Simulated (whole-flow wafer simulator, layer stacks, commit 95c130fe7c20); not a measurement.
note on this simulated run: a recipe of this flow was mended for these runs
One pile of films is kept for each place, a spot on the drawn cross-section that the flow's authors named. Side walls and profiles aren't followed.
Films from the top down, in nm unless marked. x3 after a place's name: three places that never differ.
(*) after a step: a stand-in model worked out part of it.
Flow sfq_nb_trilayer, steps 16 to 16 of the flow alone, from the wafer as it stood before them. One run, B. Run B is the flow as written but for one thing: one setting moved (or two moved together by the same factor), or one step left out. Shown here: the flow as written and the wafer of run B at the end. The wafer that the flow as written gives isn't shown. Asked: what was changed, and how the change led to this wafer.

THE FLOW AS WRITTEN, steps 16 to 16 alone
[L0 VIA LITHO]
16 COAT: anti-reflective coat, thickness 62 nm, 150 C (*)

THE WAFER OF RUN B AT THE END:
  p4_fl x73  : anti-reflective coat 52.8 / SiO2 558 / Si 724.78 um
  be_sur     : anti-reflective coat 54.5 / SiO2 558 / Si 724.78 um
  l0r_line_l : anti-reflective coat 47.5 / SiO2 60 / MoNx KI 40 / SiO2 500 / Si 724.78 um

The cause: step 16, COAT: thickness 52.8 nm was run, where the flow has thickness 62 nm.
It can be read off the wafer: p4_fl x73 has anti-reflective coat 52.8, and step 16 as written asks for 62 nm.

How the change led to this, step by step:
  16 COAT: anti-reflective coat, thickness 62 nm, 150 C (*)
      p4_fl x73: anti-reflective coat +52.8 (new film) (as written it would be: anti-reflective coat +62 (new film))
      be_sur, gap, jj_sur and 8 more: anti-reflective coat +54.5 (new film) (as written it would be: anti-reflective coat +63.8 (new film))
      (and at 22 more places)
